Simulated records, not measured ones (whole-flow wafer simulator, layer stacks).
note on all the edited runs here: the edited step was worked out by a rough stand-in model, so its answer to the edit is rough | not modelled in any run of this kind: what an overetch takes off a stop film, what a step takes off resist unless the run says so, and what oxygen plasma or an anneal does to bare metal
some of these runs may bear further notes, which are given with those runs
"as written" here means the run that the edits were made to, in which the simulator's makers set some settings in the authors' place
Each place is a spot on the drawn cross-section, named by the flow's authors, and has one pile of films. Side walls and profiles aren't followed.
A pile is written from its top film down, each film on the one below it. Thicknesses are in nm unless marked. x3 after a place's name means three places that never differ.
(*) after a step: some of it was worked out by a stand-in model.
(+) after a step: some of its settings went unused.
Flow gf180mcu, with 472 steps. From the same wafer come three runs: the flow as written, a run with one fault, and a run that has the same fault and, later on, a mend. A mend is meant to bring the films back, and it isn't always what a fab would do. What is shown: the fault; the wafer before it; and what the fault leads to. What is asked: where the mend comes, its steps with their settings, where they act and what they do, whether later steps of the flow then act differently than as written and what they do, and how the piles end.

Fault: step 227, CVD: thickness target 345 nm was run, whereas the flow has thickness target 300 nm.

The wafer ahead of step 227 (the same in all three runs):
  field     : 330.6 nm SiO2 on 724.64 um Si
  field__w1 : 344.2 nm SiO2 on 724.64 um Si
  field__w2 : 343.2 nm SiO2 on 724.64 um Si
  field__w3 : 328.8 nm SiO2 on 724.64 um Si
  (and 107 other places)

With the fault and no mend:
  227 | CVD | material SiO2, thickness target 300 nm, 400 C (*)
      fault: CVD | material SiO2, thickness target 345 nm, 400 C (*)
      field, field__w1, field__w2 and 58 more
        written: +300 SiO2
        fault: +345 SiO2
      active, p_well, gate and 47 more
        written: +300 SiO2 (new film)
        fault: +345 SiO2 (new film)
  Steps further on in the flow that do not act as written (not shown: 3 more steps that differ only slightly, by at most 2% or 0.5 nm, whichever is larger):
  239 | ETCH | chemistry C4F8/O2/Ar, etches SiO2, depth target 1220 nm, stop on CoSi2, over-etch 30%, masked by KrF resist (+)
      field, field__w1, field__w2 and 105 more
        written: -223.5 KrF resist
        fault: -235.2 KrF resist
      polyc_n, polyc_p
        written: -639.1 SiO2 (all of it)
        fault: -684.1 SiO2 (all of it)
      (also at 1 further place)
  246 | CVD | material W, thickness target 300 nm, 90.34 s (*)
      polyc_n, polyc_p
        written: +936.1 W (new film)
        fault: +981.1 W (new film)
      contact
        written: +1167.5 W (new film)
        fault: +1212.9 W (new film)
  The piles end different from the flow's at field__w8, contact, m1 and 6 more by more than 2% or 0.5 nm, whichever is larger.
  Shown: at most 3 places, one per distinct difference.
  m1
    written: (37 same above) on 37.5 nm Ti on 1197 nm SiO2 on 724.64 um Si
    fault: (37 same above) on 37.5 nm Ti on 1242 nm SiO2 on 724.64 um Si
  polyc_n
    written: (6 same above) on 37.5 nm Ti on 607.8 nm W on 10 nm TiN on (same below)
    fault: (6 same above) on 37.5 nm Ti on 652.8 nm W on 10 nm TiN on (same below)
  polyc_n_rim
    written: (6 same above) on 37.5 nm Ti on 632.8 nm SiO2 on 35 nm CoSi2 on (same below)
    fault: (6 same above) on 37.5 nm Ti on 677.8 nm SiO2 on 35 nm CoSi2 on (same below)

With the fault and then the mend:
  The mend stands after step 227.
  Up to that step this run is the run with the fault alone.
  227a | WET ETCH | chemistry dHF, depth target 45 nm, 25 C, dilution 100:1 (*) (a further turn of the flow's step 17, with different settings)
      field, field__w1, field__w2 and 108 more
        -45 SiO2
  None of the later steps of the flow acts differently than as written at any place that is followed.
  At every place that both follow, the piles at the end match the flow's.
